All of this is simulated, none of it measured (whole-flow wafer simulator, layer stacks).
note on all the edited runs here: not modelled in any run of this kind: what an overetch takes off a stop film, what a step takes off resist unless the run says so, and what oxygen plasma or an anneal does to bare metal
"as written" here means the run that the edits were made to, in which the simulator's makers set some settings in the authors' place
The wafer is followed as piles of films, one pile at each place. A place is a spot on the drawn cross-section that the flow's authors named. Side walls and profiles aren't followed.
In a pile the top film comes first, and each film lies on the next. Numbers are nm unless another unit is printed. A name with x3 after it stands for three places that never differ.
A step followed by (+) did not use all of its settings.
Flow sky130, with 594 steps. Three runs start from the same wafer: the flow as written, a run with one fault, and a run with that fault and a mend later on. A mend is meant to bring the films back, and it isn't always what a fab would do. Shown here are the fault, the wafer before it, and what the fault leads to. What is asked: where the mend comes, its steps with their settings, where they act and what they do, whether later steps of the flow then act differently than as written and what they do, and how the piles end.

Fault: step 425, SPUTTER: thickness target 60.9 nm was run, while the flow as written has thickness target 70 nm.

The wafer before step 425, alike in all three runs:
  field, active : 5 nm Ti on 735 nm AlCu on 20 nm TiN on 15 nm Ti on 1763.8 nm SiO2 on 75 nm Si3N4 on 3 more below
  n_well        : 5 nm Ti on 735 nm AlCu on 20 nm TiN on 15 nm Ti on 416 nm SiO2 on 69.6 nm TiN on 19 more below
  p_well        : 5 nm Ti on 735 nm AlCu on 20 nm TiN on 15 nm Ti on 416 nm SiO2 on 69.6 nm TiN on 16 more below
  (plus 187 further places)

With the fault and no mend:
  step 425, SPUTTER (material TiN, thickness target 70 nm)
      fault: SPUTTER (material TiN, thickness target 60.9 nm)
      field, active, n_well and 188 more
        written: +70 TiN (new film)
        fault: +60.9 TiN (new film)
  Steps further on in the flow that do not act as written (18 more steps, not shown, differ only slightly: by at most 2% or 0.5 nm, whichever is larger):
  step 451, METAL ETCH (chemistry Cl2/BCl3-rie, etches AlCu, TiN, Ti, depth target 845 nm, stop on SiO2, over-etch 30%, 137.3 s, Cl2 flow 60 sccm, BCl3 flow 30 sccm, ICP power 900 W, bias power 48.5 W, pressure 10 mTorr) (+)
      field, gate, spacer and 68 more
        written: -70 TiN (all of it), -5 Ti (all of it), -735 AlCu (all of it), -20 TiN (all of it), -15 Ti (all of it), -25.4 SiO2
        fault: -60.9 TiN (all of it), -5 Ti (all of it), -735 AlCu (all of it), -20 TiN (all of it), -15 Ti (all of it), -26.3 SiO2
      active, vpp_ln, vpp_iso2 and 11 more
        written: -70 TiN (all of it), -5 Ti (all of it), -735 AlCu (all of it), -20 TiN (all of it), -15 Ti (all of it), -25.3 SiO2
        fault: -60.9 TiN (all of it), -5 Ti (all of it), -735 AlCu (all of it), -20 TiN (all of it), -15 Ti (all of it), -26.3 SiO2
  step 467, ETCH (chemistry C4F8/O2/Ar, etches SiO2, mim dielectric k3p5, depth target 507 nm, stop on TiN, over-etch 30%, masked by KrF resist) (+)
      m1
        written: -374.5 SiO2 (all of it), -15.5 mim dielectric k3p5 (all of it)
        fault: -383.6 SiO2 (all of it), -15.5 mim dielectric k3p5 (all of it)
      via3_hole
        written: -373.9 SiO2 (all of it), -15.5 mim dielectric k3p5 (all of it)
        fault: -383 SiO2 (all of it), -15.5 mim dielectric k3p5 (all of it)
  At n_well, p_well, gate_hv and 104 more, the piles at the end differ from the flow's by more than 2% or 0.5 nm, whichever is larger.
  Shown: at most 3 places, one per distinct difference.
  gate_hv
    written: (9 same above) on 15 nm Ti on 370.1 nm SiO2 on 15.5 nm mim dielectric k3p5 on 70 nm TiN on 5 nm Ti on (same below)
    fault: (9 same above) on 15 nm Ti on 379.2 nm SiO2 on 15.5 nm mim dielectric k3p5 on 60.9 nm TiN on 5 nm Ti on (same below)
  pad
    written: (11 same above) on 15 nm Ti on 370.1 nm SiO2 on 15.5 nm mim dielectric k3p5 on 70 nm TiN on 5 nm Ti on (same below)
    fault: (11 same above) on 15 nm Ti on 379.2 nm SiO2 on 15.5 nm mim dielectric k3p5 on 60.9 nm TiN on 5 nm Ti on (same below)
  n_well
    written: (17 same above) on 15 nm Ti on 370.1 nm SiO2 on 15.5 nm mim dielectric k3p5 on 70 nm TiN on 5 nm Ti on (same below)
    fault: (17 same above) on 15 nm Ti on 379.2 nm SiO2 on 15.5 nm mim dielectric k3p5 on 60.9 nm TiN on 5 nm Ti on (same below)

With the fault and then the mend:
  The mend stands after step 425.
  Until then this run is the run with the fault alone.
  step 425a, SPUTTER (material TiN, thickness target 9.1 nm) (the flow's step 425 again, with other settings)
      field, active, n_well and 188 more
        +9.1 TiN
  None of the later steps of the flow acts differently than as written at any place that is followed.
  By the end, the piles equal the flow's at every place that both follow.
